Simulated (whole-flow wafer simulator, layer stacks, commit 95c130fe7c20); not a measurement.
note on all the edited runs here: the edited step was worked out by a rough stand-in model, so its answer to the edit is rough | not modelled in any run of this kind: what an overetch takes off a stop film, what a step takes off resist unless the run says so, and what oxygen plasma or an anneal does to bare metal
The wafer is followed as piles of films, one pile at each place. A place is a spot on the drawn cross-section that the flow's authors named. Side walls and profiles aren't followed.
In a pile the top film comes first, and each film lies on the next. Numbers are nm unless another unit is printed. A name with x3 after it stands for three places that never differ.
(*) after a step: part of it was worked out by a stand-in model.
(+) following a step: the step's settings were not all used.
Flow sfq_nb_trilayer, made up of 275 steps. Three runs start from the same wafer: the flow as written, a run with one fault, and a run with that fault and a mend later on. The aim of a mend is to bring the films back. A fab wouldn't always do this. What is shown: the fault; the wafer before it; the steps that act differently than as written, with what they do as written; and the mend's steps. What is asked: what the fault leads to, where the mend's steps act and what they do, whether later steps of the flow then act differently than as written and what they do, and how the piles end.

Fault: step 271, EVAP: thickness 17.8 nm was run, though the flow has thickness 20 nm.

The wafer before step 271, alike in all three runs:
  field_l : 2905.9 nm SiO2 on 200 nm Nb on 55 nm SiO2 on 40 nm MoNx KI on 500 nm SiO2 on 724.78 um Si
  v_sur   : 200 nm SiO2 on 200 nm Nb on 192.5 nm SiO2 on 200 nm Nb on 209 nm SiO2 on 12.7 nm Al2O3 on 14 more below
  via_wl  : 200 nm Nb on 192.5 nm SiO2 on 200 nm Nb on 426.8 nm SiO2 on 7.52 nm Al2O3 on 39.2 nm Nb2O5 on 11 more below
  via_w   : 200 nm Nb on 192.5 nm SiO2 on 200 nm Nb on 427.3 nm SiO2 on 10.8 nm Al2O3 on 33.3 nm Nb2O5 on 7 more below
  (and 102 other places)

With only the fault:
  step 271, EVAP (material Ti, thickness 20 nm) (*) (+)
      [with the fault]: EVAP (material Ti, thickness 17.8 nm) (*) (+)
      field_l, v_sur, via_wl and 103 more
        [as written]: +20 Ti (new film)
        [with the fault]: +17.8 Ti (new film)
  Steps further on in the flow that do not act as written:
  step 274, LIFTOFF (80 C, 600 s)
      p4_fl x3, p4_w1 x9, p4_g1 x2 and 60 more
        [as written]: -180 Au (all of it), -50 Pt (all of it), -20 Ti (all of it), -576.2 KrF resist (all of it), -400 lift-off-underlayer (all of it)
        [with the fault]: -180 Au (all of it), -50 Pt (all of it), -17.8 Ti (all of it), -576.2 KrF resist (all of it), -400 lift-off-underlayer (all of it)
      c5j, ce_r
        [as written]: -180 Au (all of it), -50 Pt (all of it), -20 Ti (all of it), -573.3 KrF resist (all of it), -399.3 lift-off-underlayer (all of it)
        [with the fault]: -180 Au (all of it), -50 Pt (all of it), -17.8 Ti (all of it), -573.3 KrF resist (all of it), -399.3 lift-off-underlayer (all of it)
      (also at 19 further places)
  At field_l, v_sur, via_wl and 8 more, the piles at the end differ from the flow's by more than 2% or 0.5 nm, whichever is larger.
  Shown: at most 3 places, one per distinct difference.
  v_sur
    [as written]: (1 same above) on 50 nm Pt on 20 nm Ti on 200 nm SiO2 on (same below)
    [with the fault]: (1 same above) on 50 nm Pt on 17.8 nm Ti on 200 nm SiO2 on (same below)
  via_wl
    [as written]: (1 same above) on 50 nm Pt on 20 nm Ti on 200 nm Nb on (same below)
    [with the fault]: (1 same above) on 50 nm Pt on 17.8 nm Ti on 200 nm Nb on (same below)
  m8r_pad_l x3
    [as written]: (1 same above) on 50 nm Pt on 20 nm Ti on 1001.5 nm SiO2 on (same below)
    [with the fault]: (1 same above) on 50 nm Pt on 17.8 nm Ti on 1001.5 nm SiO2 on (same below)

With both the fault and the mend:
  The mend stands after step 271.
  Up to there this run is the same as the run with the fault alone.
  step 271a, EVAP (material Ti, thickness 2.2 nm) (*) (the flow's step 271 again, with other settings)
      field_l, v_sur, via_wl and 103 more
        +2.2 Ti
  Later steps of the flow that are run all act as written at every place that is followed.
  At every place that both follow, the piles at the end match the flow's.
